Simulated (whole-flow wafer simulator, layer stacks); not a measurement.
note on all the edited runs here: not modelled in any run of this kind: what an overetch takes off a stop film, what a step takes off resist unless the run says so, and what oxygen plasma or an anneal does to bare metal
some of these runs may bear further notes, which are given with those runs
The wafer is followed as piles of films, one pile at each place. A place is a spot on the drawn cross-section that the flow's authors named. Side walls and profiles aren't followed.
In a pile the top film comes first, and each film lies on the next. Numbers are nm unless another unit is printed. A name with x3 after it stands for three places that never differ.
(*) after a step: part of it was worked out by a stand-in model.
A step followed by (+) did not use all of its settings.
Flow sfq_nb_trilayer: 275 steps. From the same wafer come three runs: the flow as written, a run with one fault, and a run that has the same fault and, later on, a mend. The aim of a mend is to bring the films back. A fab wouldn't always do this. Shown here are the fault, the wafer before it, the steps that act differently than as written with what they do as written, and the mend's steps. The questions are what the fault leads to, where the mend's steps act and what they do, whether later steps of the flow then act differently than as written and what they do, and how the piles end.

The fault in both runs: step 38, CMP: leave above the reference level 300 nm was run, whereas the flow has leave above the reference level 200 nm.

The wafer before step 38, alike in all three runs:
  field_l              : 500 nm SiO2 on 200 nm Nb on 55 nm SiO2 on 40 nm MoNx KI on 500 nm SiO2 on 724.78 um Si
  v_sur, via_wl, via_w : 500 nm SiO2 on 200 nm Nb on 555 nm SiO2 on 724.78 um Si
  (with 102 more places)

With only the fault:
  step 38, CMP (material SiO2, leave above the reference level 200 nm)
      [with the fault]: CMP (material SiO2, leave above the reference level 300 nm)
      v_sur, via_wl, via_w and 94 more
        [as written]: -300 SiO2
        [with the fault]: -200 SiO2
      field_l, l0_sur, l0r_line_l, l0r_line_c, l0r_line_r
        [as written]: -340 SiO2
        [with the fault]: -240 SiO2
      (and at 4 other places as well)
  Steps further on in the flow that do not act as written (4 other steps are not shown; they differ only slightly, by no more than 2% or 0.5 nm, whichever is larger):
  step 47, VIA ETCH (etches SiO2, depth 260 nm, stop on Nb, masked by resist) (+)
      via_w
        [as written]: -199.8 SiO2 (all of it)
        [with the fault]: -260 SiO2
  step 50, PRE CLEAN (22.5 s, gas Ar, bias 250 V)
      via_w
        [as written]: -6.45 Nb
        [with the fault]: -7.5 SiO2
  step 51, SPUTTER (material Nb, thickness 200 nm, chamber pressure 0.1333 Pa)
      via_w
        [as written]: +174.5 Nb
        [with the fault]: +163.1 Nb (new film)
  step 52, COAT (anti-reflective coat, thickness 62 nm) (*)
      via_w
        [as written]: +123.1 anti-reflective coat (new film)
        [with the fault]: +136.1 anti-reflective coat (new film)
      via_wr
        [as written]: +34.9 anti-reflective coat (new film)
        [with the fault]: +33.2 anti-reflective coat (new film)
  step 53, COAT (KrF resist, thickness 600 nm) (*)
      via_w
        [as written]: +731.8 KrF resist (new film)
        [with the fault]: +781.6 KrF resist (new film)
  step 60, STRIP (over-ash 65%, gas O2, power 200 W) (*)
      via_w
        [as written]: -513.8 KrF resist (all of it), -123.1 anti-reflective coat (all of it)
        [with the fault]: -563.6 KrF resist (all of it), -136.1 anti-reflective coat (all of it)
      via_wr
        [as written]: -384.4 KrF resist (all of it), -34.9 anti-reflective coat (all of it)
        [with the fault]: -378.6 KrF resist (all of it), -33.2 anti-reflective coat (all of it)
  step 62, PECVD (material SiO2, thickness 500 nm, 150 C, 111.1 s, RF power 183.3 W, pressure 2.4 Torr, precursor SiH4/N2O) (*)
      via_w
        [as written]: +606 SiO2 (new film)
        [with the fault]: +678.7 SiO2 (new film)
  At field_l, v_sur, via_wl and 103 more, the piles at the end differ from the flow's by more than 2% or 0.5 nm, whichever is larger.
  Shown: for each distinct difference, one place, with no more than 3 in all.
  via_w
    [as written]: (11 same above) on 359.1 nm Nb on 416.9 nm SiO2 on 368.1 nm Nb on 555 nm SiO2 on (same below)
    [with the fault]: (11 same above) on 359.1 nm Nb on 489.6 nm SiO2 on 163.1 nm Nb on 32.3 nm SiO2 on 200 nm Nb on 555 nm SiO2 on (same below)
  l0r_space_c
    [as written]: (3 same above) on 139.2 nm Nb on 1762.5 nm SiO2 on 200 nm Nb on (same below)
    [with the fault]: (3 same above) on 139.2 nm Nb on 1862.5 nm SiO2 on 200 nm Nb on (same below)
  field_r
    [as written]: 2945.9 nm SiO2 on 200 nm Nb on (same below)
    [with the fault]: 3045.9 nm SiO2 on 200 nm Nb on (same below)

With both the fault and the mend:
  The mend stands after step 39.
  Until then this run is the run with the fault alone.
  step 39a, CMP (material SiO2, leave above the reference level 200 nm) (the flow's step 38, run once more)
      field_l, v_sur, via_wl and 103 more
        -100 SiO2
  None of the later steps of the flow acts differently than as written at any place that is followed.
  The piles end the same as the flow's at every place that both follow.
